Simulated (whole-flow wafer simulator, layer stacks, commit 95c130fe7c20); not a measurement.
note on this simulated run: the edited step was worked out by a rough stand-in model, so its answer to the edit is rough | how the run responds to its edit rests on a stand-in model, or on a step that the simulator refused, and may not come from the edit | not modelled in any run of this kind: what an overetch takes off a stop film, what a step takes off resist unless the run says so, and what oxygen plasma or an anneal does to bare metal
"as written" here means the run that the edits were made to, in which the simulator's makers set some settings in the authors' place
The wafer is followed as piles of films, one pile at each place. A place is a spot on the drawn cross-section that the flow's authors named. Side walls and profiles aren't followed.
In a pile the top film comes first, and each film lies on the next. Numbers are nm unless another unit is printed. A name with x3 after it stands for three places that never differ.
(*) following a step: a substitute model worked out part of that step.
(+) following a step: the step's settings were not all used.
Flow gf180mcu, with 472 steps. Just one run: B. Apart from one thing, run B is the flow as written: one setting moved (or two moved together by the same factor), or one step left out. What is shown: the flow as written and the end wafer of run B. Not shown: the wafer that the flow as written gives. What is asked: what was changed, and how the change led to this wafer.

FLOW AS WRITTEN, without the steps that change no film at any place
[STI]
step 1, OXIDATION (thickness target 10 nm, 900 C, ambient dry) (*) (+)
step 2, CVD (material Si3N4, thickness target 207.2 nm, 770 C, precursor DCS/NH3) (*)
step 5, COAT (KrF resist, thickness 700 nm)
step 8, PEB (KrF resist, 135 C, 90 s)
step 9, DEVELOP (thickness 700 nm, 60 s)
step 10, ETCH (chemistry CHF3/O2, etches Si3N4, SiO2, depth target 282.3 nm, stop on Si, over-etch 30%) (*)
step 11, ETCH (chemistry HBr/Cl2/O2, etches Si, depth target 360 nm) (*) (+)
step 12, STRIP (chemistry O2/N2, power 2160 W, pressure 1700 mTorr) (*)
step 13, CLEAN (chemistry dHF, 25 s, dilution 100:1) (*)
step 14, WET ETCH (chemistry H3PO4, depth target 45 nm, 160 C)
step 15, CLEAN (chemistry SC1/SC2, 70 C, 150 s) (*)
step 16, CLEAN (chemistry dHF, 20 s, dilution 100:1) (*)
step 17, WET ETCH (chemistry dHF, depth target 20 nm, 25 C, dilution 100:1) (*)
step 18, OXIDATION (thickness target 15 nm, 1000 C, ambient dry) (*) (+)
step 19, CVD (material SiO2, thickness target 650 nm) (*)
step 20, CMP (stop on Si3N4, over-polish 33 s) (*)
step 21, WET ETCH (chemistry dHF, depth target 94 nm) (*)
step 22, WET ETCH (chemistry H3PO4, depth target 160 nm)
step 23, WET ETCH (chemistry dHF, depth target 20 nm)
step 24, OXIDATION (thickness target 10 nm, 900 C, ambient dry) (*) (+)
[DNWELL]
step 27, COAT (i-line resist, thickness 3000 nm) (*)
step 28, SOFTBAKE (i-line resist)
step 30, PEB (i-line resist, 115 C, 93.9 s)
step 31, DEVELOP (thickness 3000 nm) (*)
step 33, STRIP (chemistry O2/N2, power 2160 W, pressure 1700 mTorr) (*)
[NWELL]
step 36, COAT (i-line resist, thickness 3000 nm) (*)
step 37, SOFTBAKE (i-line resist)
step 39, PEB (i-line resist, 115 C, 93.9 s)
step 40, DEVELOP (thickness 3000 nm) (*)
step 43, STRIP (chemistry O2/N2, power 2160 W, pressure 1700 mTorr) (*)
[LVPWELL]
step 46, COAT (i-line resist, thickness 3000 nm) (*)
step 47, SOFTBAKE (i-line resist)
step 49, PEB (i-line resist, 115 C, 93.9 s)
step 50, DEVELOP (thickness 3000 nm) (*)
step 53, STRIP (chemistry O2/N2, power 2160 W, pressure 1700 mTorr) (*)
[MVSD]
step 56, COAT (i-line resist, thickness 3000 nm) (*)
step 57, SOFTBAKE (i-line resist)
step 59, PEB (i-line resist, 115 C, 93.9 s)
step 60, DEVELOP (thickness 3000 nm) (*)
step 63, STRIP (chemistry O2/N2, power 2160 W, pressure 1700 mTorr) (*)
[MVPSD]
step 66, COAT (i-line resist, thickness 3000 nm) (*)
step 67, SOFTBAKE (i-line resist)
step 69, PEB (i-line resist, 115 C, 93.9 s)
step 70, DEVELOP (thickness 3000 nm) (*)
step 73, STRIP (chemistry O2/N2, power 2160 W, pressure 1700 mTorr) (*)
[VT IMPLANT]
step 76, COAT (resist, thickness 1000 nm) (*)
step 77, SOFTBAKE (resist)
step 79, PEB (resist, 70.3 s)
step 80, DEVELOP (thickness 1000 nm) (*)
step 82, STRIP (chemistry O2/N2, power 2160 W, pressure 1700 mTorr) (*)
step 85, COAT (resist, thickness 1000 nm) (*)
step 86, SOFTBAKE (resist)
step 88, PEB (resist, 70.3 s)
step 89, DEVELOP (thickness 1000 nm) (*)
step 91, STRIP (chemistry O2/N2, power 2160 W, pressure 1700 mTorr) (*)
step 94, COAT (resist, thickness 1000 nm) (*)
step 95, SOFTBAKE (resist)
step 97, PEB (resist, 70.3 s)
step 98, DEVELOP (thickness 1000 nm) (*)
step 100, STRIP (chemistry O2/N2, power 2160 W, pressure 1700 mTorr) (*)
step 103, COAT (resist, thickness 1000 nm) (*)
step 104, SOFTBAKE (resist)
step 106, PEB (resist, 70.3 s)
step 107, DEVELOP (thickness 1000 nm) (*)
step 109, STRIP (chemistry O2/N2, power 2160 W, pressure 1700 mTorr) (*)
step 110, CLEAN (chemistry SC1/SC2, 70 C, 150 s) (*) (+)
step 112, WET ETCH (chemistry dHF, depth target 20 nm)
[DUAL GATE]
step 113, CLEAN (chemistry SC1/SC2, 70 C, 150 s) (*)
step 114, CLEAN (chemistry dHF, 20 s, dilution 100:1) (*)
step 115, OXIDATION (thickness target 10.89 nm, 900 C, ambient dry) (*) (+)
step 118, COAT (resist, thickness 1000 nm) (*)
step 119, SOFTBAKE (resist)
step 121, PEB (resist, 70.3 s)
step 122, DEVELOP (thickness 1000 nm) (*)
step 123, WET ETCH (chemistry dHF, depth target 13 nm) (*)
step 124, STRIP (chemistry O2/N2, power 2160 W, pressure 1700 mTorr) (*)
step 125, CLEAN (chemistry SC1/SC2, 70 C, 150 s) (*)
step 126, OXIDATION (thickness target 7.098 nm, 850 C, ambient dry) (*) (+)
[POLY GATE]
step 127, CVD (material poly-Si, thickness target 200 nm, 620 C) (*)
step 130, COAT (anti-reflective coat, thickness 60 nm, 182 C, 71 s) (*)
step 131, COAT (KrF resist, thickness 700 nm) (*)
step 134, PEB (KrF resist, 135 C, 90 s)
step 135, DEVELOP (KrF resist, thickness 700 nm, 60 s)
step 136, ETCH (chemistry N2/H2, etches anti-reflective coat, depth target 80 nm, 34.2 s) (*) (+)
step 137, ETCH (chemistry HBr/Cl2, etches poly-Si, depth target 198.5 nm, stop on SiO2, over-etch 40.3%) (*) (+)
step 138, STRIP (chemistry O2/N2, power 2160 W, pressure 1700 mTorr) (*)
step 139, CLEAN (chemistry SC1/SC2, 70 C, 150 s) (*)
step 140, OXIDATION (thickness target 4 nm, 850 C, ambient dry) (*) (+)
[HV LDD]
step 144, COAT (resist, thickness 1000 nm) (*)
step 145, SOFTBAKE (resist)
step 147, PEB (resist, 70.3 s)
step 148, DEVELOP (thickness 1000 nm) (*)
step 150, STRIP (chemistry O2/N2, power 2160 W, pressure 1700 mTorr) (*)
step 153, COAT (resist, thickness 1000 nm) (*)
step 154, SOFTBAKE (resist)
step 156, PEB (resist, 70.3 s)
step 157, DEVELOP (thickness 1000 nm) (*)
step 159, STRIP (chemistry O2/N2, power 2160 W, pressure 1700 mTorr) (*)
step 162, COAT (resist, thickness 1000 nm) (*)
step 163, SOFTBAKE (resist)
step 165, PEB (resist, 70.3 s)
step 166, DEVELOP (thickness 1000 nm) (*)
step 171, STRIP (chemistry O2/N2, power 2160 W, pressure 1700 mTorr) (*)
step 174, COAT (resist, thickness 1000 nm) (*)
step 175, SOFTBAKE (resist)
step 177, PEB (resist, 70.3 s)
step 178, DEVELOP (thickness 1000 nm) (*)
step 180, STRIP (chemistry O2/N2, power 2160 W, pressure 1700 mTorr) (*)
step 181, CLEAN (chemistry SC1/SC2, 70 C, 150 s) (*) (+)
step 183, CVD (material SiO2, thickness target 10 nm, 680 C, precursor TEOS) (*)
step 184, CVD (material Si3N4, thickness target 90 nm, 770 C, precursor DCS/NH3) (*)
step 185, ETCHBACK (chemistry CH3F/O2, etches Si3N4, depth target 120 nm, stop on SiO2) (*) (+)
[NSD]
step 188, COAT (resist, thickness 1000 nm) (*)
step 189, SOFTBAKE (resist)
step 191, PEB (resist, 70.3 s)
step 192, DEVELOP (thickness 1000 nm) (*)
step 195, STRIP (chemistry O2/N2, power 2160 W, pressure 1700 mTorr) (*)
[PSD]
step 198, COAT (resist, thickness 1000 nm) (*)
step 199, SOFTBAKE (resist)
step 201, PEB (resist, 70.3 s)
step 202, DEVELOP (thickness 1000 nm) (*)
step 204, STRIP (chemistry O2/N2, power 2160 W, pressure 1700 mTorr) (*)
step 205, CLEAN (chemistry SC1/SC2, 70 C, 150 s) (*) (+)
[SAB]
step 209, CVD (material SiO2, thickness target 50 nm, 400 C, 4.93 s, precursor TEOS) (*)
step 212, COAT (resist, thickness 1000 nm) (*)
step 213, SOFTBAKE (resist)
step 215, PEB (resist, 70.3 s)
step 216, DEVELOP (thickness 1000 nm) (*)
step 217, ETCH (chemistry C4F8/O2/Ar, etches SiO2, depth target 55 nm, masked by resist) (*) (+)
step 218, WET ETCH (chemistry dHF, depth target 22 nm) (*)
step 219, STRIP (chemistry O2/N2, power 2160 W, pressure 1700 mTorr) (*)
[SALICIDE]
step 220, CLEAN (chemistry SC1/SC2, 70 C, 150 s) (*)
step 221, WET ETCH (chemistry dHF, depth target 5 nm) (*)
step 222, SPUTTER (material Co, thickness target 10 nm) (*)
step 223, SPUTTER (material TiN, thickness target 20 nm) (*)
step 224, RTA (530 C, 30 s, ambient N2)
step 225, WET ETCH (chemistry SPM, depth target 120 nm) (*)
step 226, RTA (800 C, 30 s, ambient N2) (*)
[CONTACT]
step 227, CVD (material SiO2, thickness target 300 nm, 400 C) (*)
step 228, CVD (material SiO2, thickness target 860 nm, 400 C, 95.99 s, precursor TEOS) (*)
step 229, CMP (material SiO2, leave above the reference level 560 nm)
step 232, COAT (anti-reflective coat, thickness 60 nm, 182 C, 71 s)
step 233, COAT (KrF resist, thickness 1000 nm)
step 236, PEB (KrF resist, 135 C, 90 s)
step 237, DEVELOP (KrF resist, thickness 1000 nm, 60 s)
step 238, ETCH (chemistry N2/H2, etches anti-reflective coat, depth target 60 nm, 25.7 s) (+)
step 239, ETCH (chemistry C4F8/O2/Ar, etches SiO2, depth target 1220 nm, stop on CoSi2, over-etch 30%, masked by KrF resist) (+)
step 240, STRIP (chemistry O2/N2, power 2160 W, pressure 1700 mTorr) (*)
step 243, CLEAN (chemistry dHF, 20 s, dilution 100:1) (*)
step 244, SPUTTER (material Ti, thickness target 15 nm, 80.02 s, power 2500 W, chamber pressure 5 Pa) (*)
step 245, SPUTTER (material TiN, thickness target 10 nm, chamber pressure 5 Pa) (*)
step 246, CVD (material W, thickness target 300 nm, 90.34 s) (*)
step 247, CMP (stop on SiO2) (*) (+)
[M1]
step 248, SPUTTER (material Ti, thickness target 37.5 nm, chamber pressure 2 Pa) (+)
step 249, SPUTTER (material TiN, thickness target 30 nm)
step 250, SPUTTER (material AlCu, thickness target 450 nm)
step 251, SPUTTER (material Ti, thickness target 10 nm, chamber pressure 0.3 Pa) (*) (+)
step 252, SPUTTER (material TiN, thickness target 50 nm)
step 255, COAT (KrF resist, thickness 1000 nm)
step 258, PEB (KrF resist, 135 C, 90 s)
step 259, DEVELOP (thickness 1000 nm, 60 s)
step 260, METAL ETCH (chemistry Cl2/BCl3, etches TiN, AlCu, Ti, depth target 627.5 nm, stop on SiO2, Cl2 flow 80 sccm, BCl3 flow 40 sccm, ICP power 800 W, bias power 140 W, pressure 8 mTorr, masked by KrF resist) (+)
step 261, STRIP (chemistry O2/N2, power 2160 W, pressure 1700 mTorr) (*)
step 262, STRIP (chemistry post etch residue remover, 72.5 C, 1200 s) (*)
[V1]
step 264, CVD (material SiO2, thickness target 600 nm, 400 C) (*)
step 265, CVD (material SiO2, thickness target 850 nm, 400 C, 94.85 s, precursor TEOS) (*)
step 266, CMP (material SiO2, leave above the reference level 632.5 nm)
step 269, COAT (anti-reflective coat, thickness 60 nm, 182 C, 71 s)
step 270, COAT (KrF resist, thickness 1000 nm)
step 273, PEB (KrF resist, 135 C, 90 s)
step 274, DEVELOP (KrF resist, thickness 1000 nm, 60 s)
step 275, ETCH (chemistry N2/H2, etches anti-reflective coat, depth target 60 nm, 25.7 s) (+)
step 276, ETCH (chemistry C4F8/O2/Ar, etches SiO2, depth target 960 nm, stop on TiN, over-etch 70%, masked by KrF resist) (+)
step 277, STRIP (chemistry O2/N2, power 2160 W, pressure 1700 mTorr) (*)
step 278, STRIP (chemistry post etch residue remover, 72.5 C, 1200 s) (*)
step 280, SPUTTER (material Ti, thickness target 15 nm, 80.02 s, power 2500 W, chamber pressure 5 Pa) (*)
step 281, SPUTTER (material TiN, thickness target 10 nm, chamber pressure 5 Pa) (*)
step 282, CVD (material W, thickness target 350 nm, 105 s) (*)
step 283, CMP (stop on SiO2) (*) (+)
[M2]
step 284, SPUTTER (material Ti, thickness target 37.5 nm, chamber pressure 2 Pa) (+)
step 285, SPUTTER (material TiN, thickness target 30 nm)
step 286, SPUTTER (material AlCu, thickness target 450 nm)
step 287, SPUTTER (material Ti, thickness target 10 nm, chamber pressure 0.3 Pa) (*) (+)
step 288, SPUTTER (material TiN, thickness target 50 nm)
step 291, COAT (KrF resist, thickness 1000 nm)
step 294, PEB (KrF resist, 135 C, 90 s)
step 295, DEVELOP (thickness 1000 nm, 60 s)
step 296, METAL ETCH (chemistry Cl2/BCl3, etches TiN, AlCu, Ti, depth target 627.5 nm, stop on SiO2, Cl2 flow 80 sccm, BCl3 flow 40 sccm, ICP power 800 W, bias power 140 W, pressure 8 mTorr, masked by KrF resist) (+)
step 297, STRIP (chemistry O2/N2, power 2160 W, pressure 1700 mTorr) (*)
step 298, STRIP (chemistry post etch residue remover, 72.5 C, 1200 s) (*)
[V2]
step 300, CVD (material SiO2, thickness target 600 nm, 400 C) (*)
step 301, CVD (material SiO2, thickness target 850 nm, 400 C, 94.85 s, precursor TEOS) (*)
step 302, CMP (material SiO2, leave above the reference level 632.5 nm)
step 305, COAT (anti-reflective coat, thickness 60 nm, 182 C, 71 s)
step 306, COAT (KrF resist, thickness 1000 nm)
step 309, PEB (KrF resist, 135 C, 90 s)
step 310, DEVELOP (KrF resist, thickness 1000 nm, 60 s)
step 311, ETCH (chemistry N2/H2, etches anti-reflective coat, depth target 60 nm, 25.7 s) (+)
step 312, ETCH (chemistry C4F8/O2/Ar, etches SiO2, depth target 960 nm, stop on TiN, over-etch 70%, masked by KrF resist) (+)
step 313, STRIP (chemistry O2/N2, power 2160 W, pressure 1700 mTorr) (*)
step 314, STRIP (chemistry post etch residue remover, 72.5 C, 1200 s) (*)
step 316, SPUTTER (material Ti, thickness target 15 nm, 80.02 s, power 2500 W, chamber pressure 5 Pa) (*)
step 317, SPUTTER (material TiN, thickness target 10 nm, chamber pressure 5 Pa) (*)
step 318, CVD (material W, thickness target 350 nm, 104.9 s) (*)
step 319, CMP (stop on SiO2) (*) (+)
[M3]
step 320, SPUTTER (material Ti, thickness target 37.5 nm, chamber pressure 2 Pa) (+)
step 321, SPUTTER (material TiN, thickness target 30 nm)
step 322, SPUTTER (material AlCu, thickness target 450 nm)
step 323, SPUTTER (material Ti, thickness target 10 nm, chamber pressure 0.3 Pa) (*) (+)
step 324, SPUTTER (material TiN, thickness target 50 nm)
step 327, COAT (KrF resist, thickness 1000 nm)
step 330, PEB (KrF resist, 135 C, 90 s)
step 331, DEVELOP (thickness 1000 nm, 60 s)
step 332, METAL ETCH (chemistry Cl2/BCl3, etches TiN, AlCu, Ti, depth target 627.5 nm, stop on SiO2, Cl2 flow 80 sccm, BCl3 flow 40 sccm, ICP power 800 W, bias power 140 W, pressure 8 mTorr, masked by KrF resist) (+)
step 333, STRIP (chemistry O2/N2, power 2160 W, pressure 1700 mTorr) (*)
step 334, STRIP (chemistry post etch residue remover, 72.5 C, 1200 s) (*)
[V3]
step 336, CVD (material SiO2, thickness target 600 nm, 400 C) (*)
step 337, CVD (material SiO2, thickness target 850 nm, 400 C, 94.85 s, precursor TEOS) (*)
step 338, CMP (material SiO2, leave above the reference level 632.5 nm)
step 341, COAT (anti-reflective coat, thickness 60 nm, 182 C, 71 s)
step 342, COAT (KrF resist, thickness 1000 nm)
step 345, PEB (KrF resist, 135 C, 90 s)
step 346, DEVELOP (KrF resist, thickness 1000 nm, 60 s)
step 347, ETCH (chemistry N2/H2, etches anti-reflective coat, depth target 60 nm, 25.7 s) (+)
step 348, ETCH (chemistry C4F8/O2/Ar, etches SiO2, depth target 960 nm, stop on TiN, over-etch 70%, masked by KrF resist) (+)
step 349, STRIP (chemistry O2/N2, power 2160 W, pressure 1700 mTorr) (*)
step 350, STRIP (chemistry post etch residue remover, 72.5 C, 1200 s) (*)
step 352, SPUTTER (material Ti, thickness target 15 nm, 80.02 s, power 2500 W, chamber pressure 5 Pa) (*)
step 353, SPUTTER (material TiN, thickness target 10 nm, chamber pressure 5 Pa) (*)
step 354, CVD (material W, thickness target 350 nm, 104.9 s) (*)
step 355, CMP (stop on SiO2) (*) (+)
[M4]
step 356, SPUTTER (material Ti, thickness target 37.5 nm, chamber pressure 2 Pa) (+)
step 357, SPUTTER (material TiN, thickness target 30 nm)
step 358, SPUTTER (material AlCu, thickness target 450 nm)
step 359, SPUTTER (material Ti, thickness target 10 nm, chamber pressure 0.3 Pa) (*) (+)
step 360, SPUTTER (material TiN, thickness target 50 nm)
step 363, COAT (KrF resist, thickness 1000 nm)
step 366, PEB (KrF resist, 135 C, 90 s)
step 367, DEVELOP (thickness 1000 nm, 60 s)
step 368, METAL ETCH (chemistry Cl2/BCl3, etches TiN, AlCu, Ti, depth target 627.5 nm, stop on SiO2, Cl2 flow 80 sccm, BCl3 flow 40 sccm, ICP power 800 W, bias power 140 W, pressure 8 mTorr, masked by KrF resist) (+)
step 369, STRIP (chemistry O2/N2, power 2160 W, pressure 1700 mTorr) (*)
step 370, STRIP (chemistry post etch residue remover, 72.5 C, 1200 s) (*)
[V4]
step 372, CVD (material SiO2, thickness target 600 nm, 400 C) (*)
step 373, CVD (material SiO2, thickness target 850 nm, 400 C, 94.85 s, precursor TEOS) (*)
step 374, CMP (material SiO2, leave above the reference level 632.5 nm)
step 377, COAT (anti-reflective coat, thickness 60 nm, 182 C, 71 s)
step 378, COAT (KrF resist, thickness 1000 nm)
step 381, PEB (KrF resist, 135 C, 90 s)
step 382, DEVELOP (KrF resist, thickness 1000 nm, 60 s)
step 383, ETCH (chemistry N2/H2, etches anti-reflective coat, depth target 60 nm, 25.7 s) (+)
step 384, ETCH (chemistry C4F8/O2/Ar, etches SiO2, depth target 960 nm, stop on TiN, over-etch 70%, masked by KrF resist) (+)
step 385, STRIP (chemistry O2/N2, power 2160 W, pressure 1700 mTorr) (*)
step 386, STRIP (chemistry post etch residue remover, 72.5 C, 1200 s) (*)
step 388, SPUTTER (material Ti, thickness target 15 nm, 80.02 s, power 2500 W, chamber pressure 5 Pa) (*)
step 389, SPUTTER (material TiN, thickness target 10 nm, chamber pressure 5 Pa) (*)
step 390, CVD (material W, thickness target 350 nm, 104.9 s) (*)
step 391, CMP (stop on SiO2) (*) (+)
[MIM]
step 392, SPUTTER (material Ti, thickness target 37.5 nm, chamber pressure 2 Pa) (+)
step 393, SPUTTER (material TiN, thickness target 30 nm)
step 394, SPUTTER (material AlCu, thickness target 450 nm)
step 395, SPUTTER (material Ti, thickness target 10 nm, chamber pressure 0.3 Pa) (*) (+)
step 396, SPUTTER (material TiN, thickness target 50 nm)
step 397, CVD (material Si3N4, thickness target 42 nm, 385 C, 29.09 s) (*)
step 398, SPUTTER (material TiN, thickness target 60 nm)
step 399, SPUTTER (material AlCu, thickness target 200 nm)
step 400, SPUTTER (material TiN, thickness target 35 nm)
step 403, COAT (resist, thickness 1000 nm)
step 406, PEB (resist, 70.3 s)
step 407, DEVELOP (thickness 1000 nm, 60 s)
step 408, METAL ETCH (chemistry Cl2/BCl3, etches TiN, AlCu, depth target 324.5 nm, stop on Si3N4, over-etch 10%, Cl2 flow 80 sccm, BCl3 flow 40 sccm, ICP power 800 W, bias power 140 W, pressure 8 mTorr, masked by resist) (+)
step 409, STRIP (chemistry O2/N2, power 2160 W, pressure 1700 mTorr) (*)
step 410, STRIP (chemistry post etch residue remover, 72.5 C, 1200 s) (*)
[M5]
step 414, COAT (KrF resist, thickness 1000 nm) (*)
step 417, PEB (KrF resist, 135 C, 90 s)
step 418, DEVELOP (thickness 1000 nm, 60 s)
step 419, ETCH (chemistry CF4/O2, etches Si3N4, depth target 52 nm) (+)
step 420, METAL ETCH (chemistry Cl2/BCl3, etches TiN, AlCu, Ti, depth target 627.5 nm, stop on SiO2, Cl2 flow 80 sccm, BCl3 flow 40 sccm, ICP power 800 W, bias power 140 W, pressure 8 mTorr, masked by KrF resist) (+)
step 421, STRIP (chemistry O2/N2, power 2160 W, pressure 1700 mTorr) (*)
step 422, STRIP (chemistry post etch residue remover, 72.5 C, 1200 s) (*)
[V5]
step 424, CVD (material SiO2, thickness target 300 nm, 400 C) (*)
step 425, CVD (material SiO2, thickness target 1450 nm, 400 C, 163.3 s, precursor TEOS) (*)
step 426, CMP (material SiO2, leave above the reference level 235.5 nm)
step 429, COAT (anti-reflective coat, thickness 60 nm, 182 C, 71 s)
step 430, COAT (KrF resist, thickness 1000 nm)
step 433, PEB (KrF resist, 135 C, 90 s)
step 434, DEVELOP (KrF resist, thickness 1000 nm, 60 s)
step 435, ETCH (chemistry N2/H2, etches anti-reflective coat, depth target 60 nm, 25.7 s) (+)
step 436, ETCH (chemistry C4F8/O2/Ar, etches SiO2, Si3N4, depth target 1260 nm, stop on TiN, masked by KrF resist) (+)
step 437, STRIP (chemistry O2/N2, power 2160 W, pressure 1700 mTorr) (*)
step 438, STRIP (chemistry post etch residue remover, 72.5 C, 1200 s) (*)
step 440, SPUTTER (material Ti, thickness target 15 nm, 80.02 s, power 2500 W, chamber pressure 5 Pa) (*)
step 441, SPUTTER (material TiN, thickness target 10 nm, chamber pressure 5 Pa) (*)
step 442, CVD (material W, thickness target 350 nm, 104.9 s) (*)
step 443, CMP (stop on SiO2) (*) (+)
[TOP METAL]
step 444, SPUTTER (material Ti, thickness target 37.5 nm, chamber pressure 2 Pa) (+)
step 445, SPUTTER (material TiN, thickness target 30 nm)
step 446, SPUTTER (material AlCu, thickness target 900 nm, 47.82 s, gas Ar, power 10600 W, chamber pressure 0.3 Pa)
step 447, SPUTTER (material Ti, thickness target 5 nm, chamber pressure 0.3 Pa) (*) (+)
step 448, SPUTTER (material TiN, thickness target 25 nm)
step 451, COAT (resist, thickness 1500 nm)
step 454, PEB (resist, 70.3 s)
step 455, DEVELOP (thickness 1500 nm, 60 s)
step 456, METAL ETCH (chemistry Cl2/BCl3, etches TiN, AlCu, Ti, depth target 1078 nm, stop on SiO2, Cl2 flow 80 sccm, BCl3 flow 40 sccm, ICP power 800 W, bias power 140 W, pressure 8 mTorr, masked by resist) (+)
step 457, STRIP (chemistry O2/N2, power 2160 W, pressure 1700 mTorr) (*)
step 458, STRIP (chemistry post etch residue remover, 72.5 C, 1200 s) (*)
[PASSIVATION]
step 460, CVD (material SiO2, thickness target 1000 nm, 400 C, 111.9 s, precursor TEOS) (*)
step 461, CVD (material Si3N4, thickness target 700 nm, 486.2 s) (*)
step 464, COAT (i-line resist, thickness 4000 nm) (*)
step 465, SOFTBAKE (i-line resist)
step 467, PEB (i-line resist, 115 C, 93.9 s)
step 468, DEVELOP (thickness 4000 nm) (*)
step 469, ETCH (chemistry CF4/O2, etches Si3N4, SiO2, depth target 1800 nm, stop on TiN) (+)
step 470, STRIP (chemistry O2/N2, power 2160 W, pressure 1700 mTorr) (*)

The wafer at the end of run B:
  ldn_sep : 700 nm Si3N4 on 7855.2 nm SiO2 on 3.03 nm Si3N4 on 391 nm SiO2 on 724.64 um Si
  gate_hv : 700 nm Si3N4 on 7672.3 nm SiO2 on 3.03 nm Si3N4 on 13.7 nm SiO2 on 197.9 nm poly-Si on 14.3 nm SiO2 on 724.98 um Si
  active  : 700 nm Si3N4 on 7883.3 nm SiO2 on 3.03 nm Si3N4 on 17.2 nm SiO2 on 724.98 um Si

The reason: step 185, ETCHBACK: depth target 82.8 nm was run, while the flow as written has depth target 120 nm.

The path from the change to this, step by step:
  step 185, ETCHBACK (chemistry CH3F/O2, etches Si3N4, depth target 120 nm, stop on SiO2) (*) (+)
      field, field__w1, field__w2 and 100 more: -82.8 Si3N4 (it would be, as written: -90 Si3N4 (all of it), -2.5 SiO2)
  step 189, SOFTBAKE (resist)
      field__w9: -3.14 resist (it would be, as written: +6.92 resist)
      nw_enc_fld_lv: +5.57 resist (it would be, as written: +0.86 resist)
  step 199, SOFTBAKE (resist)
      field__w9: -3.14 resist (it would be, as written: +6.92 resist)
      nw_enc_fld_lv: +5.57 resist (it would be, as written: +0.86 resist)
  step 205, CLEAN (chemistry SC1/SC2, 70 C, 150 s) (*) (+)
      field, field__w1, field__w2 and 105 more: -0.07 Si3N4 (it would be, as written: -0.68 SiO2)
  step 209, CVD (material SiO2, thickness target 50 nm, 400 C, 4.93 s, precursor TEOS) (*)
      field, field__w7, field__w8 and 73 more: +50 SiO2 (new film) (it would be, as written: +50 SiO2)
      field_sub__w1, field_sub__w3, field_sub__w4, field_sub__w5, ld_drift_n: +48.8 SiO2 (new film) (it would be, as written: +48.9 SiO2)
      (and at 27 other places as well)
  step 217, ETCH (chemistry C4F8/O2/Ar, etches SiO2, depth target 55 nm, masked by resist) (*) (+)
      field, field__w7, field__w8 and 70 more: -50 SiO2 (all of it), -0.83 Si3N4 (it would be, as written: -55 SiO2)
      field_sub__w1, field_sub__w3, field_sub__w4, field_sub__w5, ld_drift_n: -48.8 SiO2 (all of it), -1.03 Si3N4 (it would be, as written: -55 SiO2)
      (and at 21 other places as well)
  step 218, WET ETCH (chemistry dHF, depth target 22 nm) (*)
      gate, gate_hv, gate_p and 23 more: -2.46 Si3N4 (it would be, as written: -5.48 SiO2 (all of it))
      field, field__w10, sti and 14 more: -2.46 Si3N4 (it would be, as written: -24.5 SiO2)
      (and at 56 other places as well)
  step 219, STRIP (chemistry O2/N2, power 2160 W, pressure 1700 mTorr) (*)
      gate, gate_hv, gate_p and 23 more: nothing (it would be, as written: +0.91 chemical SiO2 (new film), -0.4 poly-Si)
      active, p_well, sd_n and 20 more: nothing (it would be, as written: +0.91 chemical SiO2 (new film), -0.4 Si)
  step 220, CLEAN (chemistry SC1/SC2, 70 C, 150 s) (*)
      field, field__w1, field__w2 and 47 more: -0.07 Si3N4 (it would be, as written: -0.68 SiO2)
  step 221, WET ETCH (chemistry dHF, depth target 5 nm) (*)
      active, p_well, gate and 46 more: -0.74 Si3N4 (it would be, as written: -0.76 chemical SiO2 (all of it))
      field, field__w1, field__w2 and 23 more: -0.74 Si3N4 (it would be, as written: -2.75 SiO2)
      (and at 24 other places as well)
  step 222, SPUTTER (material Co, thickness target 10 nm) (*)
      ld_drift_p: +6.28 Co (new film) (it would be, as written: +5.76 Co (new film))
  step 224, RTA (530 C, 30 s, ambient N2)
      gate, gate_hv, gate_p and 22 more: nothing (it would be, as written: under 1 film: +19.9 CoSi (new film), -10 Co (all of it), -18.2 poly-Si)
      active, p_well, sd_n and 11 more: nothing (it would be, as written: under 1 film: +19.9 CoSi (new film), -10 Co (all of it), -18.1 Si)
      (and at 10 other places as well)
  step 225, WET ETCH (chemistry SPM, depth target 120 nm) (*)
      active, p_well, gate and 36 more: -20 TiN (all of it), -10 Co (all of it) (it would be, as written: -20 TiN (all of it))
      sd_p: -18.3 TiN (all of it), -9.25 Co (all of it) (it would be, as written: -17.9 TiN (all of it))
      (and at 10 other places as well)
  step 226, RTA (800 C, 30 s, ambient N2) (*)
      gate, gate_hv, gate_p and 22 more: nothing (it would be, as written: +35 CoSi2 (new film), -19.9 CoSi (all of it), -18.2 poly-Si)
      active, p_well, sd_n and 11 more: nothing (it would be, as written: +35 CoSi2 (new film), -19.9 CoSi (all of it), -18.1 Si)
      (and at 10 other places as well)
  step 227, CVD (material SiO2, thickness target 300 nm, 400 C) (*)
      field, field__w1, field__w2 and 47 more: +300 SiO2 (new film) (it would be, as written: +300 SiO2)
  step 228, CVD (material SiO2, thickness target 860 nm, 400 C, 95.99 s, precursor TEOS) (*)
      ld_drift_p: +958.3 SiO2 (it would be, as written: +979.4 SiO2)
  ... another 5 steps ...
  step 471, ANNEAL (400 C, 1800 s, ambient N2/H2)
      polyc_n, polyc_p: under 9 films: +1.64 void (new film), -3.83 Ti, +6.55 TiSi first (new film), -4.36 poly-Si (it would be, as written: nothing)
      contact: under 49 films: +1.62 void (new film), -3.83 Ti, +6.55 TiSi first (new film), -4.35 Si (it would be, as written: nothing)
If metal films that touch count as one body, gate_hv has 0 bodies; the flow as written gives 1 body.
If metal films that touch count as one body, active has 0 bodies; the flow as written gives 1 body.
